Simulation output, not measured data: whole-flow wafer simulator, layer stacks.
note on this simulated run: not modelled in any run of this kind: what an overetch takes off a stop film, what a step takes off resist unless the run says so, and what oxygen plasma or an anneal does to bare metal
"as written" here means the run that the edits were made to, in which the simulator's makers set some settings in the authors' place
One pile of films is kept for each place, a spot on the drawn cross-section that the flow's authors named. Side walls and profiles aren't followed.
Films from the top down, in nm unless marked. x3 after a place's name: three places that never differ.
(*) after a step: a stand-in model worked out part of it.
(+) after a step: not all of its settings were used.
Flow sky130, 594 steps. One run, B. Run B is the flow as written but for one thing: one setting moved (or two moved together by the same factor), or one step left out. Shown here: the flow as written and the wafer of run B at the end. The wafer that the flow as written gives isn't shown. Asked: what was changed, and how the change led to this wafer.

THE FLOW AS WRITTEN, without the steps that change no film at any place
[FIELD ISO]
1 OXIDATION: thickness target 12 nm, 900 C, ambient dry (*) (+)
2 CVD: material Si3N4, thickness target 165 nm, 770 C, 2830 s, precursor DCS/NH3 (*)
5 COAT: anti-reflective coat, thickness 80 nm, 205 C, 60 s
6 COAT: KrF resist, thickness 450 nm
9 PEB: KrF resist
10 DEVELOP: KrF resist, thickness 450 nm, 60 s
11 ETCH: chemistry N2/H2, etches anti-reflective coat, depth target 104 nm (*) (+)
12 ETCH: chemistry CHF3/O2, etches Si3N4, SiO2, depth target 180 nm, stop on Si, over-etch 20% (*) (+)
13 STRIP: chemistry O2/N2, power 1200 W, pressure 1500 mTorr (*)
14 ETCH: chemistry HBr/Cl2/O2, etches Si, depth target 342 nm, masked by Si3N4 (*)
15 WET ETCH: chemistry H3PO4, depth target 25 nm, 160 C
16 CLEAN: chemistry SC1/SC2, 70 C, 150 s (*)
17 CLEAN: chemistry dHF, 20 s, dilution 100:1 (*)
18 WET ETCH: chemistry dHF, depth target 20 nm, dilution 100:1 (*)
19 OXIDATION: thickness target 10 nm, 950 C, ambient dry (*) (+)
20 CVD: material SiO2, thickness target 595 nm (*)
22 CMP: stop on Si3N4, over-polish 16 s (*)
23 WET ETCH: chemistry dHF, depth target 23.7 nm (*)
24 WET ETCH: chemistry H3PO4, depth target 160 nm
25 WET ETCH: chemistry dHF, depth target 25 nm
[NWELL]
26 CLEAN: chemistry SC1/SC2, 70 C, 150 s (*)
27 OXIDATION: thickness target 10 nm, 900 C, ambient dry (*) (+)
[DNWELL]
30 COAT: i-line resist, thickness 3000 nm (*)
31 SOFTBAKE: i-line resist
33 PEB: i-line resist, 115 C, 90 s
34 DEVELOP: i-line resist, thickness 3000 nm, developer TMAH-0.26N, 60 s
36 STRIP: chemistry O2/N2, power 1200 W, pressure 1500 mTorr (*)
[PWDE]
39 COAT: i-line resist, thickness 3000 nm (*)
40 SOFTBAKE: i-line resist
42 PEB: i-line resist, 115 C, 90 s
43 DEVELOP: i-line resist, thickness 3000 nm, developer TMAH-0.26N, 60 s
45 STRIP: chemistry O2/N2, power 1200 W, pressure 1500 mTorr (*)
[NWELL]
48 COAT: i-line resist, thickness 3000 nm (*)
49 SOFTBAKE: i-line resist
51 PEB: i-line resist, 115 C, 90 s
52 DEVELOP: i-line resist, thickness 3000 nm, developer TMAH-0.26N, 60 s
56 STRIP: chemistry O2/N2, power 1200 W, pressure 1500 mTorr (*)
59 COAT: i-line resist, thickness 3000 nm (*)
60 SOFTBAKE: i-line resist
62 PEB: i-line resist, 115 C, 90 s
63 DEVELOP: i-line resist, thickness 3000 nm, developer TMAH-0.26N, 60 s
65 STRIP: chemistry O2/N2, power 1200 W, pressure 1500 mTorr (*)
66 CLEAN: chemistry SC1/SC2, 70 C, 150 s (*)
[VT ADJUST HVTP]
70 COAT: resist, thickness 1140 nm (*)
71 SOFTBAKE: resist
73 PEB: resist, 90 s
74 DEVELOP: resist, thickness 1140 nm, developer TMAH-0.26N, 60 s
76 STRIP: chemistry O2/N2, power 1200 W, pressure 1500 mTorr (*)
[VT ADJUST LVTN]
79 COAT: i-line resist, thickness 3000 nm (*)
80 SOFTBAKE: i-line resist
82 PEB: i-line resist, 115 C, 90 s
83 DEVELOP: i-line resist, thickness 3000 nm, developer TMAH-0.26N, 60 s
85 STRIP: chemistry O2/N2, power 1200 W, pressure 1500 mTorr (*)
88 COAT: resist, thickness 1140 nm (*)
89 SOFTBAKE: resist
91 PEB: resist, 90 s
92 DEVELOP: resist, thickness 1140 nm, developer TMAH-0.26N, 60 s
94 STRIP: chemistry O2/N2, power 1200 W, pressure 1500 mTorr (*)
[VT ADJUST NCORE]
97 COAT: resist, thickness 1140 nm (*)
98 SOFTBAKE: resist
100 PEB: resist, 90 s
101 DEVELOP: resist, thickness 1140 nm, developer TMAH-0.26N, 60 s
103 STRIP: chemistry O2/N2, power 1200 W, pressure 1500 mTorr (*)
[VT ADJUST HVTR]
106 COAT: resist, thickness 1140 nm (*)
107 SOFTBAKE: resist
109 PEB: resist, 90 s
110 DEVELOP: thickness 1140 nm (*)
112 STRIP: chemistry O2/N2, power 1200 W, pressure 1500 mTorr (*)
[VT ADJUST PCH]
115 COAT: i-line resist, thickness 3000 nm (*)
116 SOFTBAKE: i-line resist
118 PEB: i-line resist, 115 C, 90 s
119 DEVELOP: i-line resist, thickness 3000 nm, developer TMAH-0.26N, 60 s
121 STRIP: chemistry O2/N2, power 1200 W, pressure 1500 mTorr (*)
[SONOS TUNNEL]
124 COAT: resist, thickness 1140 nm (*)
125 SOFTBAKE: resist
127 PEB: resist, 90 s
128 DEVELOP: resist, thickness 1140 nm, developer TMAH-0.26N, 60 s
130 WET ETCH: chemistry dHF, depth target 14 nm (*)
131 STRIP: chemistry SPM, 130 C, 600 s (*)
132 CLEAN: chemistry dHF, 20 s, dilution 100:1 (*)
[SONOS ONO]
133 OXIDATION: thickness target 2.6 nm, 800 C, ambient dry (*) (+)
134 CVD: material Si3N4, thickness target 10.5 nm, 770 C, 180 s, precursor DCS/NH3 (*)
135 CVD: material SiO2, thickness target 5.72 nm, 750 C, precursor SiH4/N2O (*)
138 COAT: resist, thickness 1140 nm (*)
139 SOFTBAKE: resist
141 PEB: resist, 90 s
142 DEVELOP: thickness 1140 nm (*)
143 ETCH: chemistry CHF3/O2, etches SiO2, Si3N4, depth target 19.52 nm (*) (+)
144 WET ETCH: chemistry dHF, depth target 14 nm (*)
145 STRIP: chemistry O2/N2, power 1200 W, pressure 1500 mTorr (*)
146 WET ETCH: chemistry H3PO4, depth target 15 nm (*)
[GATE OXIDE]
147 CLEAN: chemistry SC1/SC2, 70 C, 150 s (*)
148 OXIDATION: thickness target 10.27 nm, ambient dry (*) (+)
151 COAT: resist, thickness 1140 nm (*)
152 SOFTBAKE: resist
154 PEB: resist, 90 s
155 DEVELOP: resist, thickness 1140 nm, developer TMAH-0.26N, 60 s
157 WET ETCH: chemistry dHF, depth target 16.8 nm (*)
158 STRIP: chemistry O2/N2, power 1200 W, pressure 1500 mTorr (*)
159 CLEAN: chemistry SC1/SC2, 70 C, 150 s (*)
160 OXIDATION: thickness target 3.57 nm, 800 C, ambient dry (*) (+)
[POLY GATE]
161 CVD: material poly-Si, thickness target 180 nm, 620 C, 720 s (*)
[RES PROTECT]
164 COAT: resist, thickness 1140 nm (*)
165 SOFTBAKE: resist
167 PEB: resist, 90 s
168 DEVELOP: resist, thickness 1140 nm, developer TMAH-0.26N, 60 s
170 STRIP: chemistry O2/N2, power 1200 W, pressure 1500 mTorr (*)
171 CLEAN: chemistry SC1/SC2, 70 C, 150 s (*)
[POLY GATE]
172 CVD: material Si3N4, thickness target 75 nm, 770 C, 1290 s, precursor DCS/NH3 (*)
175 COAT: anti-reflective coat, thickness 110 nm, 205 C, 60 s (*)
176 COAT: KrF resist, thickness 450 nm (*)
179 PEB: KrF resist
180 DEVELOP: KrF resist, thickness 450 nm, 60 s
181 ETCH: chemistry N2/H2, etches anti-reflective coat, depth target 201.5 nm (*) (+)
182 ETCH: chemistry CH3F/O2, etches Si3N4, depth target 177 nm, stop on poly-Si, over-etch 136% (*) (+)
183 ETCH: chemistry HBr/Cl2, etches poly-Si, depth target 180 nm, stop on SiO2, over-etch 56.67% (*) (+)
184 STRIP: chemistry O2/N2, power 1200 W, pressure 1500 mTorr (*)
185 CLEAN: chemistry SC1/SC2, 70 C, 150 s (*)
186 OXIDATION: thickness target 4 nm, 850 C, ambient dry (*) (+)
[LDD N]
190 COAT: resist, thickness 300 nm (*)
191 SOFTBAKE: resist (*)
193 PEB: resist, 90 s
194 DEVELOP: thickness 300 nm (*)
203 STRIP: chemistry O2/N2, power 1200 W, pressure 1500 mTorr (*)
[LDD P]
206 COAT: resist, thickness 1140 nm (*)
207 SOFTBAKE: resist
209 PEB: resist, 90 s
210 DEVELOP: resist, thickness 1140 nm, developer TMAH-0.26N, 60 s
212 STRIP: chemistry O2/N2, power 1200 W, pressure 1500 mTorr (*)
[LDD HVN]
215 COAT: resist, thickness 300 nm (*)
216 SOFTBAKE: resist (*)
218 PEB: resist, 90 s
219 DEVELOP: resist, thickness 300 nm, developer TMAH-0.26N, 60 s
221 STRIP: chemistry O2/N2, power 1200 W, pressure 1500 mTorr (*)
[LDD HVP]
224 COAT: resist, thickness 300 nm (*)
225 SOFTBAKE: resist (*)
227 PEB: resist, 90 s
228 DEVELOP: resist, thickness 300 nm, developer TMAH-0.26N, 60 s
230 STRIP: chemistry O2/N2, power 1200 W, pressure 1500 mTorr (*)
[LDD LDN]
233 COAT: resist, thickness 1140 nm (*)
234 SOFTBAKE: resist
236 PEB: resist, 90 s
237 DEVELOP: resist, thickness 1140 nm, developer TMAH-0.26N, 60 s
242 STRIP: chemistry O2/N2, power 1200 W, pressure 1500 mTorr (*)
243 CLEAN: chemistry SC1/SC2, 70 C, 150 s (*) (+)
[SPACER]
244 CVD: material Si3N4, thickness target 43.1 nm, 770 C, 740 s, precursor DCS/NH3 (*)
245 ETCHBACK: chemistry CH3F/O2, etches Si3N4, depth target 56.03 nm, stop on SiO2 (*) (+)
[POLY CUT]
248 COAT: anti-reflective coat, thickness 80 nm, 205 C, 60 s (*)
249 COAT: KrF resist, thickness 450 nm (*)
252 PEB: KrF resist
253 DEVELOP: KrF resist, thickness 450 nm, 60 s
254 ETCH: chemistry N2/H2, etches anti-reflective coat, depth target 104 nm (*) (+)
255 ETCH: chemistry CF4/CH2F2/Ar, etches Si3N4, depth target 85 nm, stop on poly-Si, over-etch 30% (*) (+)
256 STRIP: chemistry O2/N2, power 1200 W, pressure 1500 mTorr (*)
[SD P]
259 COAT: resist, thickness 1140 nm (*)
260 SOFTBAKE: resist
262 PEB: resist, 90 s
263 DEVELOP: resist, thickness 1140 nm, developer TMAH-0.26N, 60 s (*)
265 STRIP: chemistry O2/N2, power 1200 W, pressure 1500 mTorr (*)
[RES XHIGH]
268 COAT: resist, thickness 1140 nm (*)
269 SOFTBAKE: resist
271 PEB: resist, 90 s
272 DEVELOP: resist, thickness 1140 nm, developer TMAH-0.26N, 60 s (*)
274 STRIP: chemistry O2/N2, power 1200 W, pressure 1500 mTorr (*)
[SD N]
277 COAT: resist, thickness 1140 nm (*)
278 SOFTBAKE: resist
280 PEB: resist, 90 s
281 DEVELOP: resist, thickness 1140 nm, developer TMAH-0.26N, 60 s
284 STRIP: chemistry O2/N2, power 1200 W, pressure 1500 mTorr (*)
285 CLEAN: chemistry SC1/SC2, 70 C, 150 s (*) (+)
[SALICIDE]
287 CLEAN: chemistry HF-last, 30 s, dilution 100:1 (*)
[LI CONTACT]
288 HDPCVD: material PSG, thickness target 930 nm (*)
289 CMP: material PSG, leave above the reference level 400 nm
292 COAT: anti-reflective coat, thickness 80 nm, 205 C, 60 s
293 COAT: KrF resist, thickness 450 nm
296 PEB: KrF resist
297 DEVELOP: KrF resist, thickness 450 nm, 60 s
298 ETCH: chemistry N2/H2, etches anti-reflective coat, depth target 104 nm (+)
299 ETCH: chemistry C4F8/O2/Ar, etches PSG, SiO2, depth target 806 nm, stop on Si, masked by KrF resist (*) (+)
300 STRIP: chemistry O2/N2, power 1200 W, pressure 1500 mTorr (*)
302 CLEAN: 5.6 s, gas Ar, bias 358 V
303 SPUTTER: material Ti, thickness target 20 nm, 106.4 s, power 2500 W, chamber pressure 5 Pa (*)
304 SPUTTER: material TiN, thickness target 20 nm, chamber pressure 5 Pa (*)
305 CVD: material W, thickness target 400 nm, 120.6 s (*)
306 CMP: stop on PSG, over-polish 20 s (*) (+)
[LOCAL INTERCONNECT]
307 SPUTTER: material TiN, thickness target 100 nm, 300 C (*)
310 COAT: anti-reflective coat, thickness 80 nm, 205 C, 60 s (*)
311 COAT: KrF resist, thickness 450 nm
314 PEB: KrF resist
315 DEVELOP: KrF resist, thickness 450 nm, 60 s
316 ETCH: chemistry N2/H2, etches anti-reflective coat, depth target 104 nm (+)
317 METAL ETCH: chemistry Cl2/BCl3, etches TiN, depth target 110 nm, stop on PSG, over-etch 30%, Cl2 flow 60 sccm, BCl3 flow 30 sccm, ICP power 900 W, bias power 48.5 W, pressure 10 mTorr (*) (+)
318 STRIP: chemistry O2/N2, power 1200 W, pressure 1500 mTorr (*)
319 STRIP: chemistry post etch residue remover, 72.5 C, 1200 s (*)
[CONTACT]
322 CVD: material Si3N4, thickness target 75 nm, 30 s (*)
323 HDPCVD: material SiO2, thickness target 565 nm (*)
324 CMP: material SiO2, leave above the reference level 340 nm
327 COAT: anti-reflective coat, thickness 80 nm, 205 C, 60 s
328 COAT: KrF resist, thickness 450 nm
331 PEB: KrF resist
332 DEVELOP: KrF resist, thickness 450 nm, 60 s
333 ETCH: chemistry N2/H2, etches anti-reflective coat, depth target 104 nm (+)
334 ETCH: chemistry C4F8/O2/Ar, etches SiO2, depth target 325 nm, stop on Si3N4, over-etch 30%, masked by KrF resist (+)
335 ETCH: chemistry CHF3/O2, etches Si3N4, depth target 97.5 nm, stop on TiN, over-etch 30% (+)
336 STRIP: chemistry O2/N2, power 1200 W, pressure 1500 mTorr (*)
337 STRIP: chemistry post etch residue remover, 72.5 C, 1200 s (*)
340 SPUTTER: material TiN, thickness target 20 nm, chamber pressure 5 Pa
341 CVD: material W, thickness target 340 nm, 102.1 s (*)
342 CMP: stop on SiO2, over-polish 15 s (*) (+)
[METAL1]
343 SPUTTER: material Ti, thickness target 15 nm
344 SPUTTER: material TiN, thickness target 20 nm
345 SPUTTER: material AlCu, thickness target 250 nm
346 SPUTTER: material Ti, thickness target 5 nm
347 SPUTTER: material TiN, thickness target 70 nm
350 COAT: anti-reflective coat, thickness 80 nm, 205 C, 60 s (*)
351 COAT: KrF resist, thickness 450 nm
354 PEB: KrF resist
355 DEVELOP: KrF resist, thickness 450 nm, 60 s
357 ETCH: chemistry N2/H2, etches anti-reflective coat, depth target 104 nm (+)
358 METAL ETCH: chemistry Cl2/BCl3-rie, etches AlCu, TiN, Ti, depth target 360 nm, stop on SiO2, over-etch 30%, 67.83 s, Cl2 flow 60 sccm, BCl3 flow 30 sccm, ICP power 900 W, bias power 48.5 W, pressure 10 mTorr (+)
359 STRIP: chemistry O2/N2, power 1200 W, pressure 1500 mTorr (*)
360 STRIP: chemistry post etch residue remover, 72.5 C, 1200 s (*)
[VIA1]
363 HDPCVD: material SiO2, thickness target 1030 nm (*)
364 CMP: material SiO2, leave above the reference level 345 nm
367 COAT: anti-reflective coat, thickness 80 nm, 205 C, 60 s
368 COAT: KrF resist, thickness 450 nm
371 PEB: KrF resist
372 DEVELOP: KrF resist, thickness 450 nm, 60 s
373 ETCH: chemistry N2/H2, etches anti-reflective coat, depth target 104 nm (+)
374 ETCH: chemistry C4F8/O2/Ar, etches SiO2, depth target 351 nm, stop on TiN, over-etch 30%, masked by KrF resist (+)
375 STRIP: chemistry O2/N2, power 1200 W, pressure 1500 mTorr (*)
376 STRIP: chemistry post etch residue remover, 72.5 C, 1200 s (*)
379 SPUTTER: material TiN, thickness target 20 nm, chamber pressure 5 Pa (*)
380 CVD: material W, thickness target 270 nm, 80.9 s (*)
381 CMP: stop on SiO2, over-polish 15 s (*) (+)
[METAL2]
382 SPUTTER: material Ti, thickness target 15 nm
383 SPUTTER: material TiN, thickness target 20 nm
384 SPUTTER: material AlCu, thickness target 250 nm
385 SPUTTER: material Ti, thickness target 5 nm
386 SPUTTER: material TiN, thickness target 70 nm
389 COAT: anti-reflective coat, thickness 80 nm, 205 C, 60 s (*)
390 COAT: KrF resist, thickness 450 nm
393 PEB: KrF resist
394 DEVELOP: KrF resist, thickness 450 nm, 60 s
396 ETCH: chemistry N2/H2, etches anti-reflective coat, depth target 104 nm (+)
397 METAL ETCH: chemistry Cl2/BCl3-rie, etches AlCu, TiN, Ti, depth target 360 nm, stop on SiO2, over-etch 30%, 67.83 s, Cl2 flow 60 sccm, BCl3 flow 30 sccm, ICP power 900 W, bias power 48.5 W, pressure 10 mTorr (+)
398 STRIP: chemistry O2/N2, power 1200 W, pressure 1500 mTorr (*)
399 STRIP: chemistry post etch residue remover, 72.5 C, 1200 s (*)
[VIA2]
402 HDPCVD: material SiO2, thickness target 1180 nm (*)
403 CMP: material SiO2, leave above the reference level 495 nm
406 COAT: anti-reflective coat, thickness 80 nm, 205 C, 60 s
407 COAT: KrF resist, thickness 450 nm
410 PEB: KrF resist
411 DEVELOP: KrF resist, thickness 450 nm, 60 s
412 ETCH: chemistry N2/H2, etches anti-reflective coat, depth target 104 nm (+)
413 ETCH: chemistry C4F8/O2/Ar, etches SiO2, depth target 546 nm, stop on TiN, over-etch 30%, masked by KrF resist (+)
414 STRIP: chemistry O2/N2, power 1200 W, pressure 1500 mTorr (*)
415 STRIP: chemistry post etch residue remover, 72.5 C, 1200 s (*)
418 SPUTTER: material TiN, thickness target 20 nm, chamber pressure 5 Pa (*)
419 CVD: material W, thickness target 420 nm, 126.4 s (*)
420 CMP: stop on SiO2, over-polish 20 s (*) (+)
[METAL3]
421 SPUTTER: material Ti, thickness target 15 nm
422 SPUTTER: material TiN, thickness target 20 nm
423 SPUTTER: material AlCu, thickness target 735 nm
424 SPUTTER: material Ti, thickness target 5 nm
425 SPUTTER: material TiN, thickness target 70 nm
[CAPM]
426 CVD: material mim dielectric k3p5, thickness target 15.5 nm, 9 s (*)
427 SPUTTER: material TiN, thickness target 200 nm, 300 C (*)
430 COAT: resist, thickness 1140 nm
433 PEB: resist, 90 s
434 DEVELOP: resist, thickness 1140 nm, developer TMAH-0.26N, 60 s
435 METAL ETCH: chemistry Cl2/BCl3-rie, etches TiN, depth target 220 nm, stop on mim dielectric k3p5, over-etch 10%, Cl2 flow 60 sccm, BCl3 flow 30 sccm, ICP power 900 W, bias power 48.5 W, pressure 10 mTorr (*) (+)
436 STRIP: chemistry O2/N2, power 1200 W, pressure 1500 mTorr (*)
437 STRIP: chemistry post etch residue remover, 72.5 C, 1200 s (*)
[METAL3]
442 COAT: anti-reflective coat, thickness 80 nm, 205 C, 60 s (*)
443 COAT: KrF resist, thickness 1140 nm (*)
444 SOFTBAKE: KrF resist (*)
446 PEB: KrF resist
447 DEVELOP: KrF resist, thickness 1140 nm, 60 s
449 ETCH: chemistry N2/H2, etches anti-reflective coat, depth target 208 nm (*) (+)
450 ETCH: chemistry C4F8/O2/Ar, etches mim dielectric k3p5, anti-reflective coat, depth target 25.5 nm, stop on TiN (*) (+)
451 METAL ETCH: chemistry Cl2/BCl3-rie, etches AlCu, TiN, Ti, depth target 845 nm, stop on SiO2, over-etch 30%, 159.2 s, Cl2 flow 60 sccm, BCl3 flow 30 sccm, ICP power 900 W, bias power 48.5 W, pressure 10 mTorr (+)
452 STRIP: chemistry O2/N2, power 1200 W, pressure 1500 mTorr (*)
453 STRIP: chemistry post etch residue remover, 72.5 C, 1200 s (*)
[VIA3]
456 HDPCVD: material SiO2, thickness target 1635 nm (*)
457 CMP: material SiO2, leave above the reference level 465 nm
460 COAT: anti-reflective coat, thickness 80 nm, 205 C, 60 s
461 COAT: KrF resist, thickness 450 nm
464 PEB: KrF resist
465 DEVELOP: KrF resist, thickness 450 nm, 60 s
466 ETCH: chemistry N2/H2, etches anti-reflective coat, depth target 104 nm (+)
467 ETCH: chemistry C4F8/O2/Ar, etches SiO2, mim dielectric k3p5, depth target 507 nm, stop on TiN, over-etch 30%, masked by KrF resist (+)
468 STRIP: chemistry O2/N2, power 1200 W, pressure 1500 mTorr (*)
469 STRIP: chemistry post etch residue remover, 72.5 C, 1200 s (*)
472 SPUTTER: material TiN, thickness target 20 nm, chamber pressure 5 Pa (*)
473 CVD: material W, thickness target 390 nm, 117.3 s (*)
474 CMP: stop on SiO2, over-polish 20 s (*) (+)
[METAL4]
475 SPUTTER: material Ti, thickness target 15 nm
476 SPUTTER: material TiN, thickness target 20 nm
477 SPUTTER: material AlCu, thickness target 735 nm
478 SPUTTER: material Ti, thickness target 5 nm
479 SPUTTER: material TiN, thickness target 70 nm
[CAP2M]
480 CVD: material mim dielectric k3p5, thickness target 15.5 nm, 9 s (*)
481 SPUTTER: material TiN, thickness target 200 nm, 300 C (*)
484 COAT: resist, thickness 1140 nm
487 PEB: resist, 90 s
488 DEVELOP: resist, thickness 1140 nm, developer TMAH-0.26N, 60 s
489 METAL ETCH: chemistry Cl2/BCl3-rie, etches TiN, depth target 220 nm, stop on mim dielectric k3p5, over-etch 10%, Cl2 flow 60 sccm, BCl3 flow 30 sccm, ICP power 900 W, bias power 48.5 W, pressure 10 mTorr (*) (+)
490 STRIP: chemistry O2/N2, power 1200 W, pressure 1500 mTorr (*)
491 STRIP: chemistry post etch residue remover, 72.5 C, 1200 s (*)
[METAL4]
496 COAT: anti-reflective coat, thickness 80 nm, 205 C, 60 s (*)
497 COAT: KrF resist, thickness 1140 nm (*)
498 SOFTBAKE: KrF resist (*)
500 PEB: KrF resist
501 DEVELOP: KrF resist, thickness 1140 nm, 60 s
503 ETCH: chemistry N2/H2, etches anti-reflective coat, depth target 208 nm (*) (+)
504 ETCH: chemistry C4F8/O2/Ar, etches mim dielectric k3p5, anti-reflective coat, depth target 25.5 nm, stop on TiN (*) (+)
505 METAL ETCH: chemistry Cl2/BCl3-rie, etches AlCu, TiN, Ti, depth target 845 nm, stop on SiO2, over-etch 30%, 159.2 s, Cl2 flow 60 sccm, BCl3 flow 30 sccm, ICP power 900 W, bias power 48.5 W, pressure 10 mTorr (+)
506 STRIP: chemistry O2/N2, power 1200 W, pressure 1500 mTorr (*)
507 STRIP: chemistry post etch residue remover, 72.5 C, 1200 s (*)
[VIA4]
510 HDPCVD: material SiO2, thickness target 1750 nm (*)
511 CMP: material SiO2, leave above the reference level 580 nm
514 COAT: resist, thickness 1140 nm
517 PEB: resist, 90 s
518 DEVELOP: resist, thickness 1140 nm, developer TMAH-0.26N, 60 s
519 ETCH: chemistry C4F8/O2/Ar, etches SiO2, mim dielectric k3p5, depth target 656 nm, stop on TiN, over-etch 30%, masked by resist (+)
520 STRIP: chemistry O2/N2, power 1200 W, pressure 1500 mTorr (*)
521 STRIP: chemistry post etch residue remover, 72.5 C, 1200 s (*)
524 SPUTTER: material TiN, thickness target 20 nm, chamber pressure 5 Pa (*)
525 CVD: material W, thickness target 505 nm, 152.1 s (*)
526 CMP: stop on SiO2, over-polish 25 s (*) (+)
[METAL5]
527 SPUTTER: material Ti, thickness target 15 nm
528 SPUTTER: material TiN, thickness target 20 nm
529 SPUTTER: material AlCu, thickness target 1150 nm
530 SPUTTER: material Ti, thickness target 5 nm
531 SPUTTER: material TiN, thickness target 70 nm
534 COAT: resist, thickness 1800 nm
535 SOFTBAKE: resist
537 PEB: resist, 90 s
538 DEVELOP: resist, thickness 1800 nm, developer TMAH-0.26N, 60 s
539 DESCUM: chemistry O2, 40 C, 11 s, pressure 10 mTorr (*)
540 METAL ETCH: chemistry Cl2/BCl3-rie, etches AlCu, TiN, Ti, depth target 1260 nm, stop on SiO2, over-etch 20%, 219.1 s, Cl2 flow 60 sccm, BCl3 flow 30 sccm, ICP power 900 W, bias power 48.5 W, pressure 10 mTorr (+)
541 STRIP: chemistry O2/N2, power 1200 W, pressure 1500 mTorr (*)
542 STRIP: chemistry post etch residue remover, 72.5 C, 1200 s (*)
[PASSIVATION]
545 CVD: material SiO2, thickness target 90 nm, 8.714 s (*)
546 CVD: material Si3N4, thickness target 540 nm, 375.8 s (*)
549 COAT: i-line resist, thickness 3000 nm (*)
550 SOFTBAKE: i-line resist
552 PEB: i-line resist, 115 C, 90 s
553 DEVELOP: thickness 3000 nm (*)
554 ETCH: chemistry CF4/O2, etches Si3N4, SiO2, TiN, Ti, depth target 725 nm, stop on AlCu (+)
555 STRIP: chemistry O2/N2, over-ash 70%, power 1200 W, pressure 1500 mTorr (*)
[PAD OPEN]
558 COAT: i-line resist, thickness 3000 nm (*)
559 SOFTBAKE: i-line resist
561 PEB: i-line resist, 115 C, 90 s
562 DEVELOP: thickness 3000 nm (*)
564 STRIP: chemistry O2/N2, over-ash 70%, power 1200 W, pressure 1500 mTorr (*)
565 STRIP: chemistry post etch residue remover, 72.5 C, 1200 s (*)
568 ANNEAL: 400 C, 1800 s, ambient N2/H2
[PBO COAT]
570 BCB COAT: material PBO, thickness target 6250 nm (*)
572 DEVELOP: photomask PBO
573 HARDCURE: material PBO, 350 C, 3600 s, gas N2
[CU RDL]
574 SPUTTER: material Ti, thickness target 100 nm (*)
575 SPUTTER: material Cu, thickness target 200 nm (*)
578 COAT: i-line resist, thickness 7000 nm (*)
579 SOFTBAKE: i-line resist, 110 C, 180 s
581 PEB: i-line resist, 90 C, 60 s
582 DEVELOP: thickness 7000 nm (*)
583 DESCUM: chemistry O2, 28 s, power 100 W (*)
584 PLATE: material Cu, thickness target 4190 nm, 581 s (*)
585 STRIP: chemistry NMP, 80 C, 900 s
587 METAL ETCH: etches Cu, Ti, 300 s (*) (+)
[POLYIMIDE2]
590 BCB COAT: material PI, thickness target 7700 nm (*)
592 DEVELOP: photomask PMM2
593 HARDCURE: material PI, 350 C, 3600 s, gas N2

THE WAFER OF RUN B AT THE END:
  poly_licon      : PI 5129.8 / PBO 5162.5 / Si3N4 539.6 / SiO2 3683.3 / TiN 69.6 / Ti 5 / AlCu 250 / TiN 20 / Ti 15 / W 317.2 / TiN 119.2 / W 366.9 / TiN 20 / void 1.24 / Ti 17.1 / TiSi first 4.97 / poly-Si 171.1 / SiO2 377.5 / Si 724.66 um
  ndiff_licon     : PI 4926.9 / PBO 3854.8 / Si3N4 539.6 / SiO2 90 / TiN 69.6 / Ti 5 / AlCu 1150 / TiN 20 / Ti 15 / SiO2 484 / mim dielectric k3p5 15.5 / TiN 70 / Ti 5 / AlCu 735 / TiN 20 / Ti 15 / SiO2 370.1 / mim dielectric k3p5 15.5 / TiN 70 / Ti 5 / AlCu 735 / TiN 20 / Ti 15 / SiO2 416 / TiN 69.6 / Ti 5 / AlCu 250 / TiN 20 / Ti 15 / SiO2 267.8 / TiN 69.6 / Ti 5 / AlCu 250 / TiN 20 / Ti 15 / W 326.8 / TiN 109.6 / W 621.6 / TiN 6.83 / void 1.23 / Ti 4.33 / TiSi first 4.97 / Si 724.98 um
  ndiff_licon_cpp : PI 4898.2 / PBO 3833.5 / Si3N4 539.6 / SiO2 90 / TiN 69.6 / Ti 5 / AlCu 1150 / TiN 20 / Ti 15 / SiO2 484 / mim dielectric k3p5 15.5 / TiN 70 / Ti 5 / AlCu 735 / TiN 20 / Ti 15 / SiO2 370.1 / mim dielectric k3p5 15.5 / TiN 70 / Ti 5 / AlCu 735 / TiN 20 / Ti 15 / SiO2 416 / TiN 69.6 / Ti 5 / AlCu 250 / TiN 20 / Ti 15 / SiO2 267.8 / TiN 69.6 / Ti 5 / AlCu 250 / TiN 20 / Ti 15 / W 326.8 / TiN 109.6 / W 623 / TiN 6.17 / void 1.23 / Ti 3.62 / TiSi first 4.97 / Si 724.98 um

The cause: step 568, ANNEAL: 377 C was run, where the flow has 400 C.

How the change led to this, step by step:
  568 ANNEAL: 400 C, 1800 s, ambient N2/H2
      poly_licon, rpo_hd_licon: under 11 films: void +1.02 (new film), Ti -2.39, TiSi first +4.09 (new film), poly-Si -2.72 (as written it would be: under 11 films: void +1.54 (new film), Ti -3.59, TiSi first +6.13 (new film), poly-Si -4.08)
      ndiff_licon, ndiff_licon_cpp: under 37 films: void +1.01 (new film), Ti -2.39, TiSi first +4.09 (new film), Si -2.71 (as written it would be: under 37 films: void +1.52 (new film), Ti -3.59, TiSi first +6.13 (new film), Si -4.07)
